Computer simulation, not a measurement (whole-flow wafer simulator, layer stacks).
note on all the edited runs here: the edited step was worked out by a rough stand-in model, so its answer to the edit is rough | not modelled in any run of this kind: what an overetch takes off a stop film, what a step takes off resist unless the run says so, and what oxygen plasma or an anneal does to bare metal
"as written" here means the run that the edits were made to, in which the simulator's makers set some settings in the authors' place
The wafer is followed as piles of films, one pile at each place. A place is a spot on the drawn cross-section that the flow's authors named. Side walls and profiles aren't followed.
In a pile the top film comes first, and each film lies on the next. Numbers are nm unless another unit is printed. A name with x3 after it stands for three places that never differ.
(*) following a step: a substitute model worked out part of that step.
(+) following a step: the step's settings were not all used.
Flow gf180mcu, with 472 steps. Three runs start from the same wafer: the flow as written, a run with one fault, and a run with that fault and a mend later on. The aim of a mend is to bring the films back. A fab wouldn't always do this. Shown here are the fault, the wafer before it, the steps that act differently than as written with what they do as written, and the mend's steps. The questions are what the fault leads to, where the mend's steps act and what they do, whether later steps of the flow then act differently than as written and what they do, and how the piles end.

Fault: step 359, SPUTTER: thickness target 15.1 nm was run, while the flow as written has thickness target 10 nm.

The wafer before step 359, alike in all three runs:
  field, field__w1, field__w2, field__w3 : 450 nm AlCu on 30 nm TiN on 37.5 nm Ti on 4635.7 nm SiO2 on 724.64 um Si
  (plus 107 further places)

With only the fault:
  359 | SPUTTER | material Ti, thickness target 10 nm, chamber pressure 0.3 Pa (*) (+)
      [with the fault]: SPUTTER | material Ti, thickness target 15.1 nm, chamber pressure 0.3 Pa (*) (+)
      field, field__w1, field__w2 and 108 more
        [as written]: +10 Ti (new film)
        [with the fault]: +15.1 Ti (new film)
  Steps later in the flow that act otherwise than as written (5 more steps, not shown, differ only slightly: by at most 2% or 0.5 nm, whichever is larger):
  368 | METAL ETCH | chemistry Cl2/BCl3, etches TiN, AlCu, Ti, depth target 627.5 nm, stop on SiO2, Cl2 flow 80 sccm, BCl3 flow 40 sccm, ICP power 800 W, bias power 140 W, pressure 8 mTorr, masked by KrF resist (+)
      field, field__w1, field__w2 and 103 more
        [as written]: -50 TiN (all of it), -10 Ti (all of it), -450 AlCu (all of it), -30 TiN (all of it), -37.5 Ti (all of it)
        [with the fault]: -50 TiN (all of it), -15.1 Ti (all of it), -450 AlCu (all of it), -30 TiN (all of it), -37.5 Ti (all of it)
  The piles end different from the flow's at field__w8, contact, m1, m1__w1, m1_nw by more than 2% or 0.5 nm, whichever is larger.
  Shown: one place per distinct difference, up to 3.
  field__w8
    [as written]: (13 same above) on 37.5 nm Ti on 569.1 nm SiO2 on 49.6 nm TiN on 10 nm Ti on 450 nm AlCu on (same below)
    [with the fault]: (13 same above) on 37.5 nm Ti on 564 nm SiO2 on 49.6 nm TiN on 15.1 nm Ti on 450 nm AlCu on (same below)
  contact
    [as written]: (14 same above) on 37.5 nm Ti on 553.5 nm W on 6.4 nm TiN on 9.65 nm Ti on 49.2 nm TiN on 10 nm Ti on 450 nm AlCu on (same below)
    [with the fault]: (14 same above) on 37.5 nm Ti on 548.4 nm W on 6.42 nm TiN on 9.68 nm Ti on 49.2 nm TiN on 15.1 nm Ti on 450 nm AlCu on (same below)

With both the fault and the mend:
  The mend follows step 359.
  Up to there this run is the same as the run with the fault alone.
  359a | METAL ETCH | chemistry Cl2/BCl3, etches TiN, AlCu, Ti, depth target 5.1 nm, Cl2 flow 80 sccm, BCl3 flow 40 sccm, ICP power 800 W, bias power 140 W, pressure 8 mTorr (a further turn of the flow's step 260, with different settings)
      field, field__w1, field__w2 and 108 more
        -5.1 Ti
  None of the later steps of the flow acts differently than as written at any place that is followed.
  At every place that both follow, the piles at the end match the flow's.
